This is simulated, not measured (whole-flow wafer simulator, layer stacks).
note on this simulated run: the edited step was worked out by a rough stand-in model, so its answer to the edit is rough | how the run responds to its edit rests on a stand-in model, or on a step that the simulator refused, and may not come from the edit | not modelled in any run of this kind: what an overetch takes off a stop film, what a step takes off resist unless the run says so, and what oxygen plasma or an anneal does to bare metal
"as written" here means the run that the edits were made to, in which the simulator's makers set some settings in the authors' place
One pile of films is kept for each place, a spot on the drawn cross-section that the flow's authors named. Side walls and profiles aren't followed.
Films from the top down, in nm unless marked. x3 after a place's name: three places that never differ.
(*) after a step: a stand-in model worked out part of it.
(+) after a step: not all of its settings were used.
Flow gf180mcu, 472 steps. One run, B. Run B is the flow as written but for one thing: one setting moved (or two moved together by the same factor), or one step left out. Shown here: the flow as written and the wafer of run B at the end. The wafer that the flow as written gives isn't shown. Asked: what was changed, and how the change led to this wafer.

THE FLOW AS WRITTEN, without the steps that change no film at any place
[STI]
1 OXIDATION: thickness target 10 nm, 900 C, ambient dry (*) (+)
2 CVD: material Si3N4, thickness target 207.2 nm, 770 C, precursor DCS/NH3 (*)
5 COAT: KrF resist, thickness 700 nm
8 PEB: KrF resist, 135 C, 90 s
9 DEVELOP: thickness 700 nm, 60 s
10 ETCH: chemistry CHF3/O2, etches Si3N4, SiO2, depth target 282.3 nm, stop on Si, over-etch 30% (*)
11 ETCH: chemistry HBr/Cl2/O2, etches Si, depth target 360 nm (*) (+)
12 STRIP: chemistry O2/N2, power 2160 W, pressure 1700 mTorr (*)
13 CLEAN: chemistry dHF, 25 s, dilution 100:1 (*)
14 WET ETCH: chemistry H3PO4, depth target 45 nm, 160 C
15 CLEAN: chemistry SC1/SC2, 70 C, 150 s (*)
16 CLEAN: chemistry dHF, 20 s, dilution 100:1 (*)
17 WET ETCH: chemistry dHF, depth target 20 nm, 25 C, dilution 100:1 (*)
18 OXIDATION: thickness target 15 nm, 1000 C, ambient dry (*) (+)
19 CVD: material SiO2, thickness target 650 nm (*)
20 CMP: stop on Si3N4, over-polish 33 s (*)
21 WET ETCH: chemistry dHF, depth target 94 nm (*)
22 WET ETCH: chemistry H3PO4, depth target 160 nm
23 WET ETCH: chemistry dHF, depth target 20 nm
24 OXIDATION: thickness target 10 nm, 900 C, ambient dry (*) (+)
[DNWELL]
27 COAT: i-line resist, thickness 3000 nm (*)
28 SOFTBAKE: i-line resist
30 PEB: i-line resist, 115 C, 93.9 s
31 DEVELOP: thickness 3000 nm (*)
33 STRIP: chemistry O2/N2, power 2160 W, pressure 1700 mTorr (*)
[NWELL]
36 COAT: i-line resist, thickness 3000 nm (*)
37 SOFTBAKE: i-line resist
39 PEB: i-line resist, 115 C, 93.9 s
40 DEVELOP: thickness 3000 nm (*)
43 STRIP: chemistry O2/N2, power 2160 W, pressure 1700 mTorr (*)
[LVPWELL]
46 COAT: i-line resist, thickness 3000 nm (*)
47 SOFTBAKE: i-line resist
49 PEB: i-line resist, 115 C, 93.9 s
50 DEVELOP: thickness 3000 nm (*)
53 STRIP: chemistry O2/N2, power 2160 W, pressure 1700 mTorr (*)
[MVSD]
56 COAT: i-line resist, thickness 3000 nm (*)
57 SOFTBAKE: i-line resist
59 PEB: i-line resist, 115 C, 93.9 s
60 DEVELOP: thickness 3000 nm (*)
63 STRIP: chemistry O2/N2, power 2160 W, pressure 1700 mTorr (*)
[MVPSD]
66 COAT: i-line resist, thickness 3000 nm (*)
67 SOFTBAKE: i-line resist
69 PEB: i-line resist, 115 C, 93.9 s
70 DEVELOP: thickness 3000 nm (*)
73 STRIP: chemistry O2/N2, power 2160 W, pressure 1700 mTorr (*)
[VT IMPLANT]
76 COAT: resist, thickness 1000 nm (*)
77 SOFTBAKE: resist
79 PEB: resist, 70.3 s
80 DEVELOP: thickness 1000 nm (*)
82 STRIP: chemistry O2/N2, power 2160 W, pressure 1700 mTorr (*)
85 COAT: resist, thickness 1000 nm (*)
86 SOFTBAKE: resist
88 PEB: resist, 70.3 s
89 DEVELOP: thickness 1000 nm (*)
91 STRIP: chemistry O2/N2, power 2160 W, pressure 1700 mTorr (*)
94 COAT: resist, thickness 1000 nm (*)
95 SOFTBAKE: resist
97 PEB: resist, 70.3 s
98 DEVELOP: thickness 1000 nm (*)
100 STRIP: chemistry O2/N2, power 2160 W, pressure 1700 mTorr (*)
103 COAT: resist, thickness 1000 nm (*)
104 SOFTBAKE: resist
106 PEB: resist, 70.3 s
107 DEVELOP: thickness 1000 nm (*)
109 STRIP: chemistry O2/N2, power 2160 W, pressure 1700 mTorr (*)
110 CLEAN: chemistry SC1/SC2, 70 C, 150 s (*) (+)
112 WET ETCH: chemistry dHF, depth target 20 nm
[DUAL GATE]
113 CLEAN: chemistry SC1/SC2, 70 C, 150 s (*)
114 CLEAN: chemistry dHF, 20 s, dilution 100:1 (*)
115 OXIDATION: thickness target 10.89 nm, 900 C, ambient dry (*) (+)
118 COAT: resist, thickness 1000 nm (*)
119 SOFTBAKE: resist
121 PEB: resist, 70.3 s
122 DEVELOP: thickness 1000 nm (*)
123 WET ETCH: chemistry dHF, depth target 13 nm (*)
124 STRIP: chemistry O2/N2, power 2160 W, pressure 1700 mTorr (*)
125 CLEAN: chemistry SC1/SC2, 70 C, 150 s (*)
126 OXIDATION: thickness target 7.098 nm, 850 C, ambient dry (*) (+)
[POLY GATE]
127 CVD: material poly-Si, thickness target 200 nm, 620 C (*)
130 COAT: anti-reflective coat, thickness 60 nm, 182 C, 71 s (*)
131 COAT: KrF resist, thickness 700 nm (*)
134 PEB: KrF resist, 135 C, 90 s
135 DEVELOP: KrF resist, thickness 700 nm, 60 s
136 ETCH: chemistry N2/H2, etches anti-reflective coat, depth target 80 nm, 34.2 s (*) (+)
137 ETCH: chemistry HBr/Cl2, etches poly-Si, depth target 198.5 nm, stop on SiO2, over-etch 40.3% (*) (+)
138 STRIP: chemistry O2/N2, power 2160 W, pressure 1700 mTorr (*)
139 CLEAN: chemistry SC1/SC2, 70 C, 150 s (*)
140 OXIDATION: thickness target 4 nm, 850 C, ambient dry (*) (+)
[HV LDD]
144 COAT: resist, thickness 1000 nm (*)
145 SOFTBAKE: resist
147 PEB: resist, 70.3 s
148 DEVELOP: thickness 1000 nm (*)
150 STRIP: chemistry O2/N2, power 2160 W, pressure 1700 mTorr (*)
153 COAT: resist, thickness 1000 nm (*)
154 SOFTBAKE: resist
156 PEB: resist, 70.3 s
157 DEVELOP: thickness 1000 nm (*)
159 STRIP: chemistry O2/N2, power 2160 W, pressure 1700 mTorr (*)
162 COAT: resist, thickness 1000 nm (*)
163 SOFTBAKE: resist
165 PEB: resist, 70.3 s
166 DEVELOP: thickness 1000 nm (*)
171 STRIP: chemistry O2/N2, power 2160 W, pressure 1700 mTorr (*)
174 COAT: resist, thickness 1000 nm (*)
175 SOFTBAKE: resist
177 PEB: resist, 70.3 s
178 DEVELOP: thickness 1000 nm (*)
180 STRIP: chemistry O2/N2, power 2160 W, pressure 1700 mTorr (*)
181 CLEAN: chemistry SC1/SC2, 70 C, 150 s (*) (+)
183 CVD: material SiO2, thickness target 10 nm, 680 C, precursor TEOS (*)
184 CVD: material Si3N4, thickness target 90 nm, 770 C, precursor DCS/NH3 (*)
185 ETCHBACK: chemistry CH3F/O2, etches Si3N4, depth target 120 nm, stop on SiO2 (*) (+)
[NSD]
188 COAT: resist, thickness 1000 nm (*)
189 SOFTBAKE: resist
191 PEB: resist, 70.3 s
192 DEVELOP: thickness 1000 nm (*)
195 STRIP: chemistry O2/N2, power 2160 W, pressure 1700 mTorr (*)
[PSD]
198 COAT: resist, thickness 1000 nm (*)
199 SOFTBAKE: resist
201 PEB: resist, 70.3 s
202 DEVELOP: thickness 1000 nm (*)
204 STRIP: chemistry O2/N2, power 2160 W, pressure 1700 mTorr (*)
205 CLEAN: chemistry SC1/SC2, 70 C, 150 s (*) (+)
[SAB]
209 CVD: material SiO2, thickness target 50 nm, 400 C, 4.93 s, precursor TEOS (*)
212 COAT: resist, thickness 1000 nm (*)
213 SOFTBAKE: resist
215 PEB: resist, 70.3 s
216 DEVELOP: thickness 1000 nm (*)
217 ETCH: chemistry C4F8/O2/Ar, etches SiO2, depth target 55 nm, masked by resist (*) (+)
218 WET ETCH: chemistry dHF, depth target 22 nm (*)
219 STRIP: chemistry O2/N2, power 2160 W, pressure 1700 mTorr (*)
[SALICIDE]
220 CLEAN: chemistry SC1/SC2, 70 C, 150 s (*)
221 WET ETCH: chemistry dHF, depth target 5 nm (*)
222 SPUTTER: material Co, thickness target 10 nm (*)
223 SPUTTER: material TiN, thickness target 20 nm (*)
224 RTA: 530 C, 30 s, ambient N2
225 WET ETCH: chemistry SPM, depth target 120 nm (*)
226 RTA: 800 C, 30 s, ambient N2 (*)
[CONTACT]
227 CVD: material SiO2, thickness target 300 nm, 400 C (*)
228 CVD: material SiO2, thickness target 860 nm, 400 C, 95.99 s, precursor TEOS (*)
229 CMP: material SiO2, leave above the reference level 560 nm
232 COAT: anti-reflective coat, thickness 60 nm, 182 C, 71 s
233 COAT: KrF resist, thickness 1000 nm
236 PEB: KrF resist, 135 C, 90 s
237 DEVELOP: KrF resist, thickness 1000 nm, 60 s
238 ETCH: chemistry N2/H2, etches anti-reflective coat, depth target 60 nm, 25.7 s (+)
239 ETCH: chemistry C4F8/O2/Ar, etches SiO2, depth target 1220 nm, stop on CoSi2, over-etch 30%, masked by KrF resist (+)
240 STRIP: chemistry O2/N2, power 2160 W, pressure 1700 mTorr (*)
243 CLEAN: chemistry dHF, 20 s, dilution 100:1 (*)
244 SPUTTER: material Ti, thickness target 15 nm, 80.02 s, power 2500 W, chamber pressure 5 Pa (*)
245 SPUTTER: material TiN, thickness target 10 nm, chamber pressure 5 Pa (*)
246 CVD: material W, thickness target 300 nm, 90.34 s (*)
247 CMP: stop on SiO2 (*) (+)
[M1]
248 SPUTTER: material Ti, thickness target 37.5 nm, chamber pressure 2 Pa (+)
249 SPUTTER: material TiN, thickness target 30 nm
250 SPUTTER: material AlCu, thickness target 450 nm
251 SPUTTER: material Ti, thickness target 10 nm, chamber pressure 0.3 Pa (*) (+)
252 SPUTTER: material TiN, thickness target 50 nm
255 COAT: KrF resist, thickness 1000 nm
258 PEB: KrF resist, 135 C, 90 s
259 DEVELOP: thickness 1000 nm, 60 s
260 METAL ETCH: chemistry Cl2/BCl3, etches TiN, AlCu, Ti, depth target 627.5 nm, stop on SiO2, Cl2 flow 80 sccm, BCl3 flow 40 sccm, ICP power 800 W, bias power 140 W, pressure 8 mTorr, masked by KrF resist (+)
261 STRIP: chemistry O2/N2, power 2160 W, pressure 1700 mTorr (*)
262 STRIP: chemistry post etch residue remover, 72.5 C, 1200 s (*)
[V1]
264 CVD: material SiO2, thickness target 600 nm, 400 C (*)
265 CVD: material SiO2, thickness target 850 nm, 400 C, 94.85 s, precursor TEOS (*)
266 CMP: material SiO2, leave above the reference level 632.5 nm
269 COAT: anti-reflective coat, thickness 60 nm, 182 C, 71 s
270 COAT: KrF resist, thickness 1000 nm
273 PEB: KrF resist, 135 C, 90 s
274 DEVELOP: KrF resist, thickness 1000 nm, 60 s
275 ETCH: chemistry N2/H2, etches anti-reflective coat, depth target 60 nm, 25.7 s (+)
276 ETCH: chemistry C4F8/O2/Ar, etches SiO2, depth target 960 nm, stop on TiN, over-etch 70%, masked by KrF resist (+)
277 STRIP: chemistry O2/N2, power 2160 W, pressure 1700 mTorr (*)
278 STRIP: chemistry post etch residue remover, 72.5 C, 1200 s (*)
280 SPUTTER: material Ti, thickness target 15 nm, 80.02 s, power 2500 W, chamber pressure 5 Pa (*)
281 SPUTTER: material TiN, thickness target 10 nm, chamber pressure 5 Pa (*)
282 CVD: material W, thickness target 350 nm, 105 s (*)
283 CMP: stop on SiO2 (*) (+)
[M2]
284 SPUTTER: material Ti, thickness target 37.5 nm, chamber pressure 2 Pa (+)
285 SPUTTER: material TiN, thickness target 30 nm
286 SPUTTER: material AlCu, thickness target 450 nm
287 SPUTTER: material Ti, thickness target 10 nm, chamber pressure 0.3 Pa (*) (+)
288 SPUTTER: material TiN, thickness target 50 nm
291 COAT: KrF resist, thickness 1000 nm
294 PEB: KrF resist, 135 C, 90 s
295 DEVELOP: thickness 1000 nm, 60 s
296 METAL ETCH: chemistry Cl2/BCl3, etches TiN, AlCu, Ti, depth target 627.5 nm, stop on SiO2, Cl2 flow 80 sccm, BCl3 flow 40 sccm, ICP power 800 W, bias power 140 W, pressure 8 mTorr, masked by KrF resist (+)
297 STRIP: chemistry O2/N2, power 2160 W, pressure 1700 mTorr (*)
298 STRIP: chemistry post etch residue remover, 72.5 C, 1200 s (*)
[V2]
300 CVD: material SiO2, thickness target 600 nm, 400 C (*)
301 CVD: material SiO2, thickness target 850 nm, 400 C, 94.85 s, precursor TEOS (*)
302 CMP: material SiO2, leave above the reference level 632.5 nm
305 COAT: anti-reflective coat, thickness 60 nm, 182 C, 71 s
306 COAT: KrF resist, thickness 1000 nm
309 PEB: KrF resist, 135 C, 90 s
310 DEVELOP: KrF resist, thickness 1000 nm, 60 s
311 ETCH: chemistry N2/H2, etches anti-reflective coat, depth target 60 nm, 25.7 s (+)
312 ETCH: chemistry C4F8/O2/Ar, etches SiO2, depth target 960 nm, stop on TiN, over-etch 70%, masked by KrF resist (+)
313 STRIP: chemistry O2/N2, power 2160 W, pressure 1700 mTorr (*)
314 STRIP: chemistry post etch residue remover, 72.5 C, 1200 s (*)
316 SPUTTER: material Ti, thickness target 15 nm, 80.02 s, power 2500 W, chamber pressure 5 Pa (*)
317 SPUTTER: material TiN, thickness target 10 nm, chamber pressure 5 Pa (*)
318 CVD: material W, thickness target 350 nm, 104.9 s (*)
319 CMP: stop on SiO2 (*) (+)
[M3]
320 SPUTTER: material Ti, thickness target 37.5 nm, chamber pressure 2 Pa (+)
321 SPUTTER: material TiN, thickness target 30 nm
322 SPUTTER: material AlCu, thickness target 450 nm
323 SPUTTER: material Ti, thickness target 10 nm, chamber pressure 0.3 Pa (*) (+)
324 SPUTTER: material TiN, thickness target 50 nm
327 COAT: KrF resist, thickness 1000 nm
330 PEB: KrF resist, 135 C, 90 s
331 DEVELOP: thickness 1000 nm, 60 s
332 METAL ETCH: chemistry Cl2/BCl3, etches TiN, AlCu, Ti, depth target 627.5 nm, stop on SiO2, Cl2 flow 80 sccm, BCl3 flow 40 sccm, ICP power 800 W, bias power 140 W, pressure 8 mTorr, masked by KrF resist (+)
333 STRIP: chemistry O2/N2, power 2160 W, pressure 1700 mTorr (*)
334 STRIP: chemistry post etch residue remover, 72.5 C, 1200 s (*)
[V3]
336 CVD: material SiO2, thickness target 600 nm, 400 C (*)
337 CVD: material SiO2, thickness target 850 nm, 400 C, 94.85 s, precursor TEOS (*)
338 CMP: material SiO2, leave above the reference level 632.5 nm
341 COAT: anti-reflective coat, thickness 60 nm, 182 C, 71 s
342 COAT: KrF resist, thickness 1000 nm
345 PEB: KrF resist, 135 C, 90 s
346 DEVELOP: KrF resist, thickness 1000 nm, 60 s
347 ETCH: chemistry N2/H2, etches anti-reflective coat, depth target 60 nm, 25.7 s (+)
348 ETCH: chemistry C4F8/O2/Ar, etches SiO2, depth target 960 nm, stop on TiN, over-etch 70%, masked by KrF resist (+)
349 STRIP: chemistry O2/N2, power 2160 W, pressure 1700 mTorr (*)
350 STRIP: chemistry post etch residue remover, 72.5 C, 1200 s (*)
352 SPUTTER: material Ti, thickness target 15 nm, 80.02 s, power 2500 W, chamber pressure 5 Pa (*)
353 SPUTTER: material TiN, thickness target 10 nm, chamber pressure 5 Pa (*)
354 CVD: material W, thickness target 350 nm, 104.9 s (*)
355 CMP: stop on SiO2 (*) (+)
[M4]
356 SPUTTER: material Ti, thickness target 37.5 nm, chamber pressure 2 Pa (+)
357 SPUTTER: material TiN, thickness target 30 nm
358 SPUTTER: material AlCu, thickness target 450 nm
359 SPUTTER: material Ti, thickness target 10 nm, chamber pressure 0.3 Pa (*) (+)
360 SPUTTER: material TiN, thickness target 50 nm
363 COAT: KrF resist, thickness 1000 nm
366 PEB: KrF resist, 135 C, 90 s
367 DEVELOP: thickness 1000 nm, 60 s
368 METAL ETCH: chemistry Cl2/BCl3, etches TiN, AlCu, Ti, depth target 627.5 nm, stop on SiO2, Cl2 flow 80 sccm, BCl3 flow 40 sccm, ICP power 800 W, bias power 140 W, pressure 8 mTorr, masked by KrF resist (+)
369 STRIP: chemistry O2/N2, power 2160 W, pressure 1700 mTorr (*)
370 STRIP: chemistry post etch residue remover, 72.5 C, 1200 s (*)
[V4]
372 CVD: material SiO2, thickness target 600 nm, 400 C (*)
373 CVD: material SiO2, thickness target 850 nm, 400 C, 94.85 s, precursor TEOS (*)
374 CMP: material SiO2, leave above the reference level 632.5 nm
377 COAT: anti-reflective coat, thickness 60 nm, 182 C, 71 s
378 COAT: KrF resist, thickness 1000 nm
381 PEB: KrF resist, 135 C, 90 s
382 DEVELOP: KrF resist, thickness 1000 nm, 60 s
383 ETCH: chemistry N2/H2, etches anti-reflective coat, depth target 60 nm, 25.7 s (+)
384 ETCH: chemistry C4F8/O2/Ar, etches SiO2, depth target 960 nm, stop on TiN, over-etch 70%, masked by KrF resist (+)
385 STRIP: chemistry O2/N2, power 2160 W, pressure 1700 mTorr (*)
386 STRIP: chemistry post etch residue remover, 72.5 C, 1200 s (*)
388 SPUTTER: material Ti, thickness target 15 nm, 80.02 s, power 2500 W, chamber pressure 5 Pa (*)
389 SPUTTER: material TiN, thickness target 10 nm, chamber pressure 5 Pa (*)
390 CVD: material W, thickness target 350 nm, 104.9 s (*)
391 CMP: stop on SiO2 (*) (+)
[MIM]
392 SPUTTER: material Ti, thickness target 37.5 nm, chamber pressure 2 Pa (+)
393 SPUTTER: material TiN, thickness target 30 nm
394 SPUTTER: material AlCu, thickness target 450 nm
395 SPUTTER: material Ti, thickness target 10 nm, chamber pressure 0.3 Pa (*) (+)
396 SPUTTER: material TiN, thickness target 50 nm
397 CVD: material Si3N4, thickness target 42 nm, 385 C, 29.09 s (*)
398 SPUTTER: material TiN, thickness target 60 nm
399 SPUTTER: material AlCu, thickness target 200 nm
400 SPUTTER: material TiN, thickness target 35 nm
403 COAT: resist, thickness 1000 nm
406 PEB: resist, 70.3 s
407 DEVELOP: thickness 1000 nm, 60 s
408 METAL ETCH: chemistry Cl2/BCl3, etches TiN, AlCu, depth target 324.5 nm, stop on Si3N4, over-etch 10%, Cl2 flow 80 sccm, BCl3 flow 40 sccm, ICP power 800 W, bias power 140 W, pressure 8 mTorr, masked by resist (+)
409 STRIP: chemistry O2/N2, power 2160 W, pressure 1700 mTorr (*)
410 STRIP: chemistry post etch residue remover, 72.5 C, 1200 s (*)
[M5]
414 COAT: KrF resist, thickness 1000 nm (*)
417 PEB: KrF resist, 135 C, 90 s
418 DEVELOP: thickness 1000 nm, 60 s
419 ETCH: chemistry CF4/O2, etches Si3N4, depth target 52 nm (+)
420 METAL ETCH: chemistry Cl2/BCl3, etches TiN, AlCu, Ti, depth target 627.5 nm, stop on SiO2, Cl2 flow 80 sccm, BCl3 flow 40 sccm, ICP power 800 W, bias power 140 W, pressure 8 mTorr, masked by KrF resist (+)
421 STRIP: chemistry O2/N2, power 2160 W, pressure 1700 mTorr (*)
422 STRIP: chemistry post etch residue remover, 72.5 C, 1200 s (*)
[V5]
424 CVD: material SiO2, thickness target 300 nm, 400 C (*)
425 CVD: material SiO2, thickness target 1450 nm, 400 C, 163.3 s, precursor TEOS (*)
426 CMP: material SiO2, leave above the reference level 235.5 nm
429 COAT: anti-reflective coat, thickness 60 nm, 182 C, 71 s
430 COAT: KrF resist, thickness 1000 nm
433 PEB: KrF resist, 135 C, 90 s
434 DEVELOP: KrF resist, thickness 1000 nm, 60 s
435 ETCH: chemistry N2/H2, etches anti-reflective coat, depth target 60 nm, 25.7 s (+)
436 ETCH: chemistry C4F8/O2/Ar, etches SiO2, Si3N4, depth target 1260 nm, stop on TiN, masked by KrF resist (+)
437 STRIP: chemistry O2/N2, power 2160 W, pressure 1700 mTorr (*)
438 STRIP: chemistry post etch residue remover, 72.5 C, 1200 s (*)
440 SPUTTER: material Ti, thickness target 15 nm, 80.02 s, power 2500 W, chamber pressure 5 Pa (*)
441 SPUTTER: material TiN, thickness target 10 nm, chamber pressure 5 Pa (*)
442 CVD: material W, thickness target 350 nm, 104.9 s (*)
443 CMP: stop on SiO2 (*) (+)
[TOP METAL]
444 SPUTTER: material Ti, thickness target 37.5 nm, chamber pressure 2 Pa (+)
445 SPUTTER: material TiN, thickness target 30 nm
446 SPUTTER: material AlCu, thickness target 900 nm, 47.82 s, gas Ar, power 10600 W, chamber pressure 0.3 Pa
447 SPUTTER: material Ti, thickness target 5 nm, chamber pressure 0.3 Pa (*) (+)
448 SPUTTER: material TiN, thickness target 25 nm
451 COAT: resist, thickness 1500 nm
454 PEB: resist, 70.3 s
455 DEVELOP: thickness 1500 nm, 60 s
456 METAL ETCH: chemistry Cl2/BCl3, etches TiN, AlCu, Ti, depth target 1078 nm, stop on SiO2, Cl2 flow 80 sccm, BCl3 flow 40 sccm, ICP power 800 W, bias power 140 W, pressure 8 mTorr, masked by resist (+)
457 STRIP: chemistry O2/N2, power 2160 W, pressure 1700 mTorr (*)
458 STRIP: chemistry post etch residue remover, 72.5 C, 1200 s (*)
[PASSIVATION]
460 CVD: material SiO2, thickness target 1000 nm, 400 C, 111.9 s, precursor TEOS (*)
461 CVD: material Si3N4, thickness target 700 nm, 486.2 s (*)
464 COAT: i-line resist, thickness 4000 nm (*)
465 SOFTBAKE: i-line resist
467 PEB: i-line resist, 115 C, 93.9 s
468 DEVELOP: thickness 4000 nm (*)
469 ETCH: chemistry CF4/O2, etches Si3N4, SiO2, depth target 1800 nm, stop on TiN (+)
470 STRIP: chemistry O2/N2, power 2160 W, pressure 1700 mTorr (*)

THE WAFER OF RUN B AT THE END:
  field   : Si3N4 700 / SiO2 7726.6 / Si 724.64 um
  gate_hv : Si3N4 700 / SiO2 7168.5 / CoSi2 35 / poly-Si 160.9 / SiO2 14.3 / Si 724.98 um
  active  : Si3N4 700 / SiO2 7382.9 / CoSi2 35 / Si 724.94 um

The cause: step 460, CVD: thickness target 490 nm was run, where the flow has thickness target 1000 nm; step 460, CVD: 54.85 s was run, where the flow has 111.9 s.

How the change led to this, step by step:
  460 CVD: material SiO2, thickness target 1000 nm, 400 C, 111.9 s, precursor TEOS (*)
      field, field__w1, field__w2 and 103 more: SiO2 +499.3 (as written it would be: SiO2 +1000)
      field__w8, contact, m1, m1__w1, pad, m1_nw: SiO2 +499.3 (new film) (as written it would be: SiO2 +1000 (new film))
  465 SOFTBAKE: i-line resist
      gate: i-line resist -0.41 (as written it would be: i-line resist +1.79)
      ld_acc_p, ld_fp_p, ld_drift_p: i-line resist +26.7 (as written it would be: i-line resist +33.8)
      (and at 57 more places)
  469 ETCH: chemistry CF4/O2, etches Si3N4, SiO2, depth target 1800 nm, stop on TiN (+)
      pad: Si3N4 -700 (all of it), SiO2 -499.3 (all of it) (as written it would be: Si3N4 -700 (all of it), SiO2 -1000 (all of it))
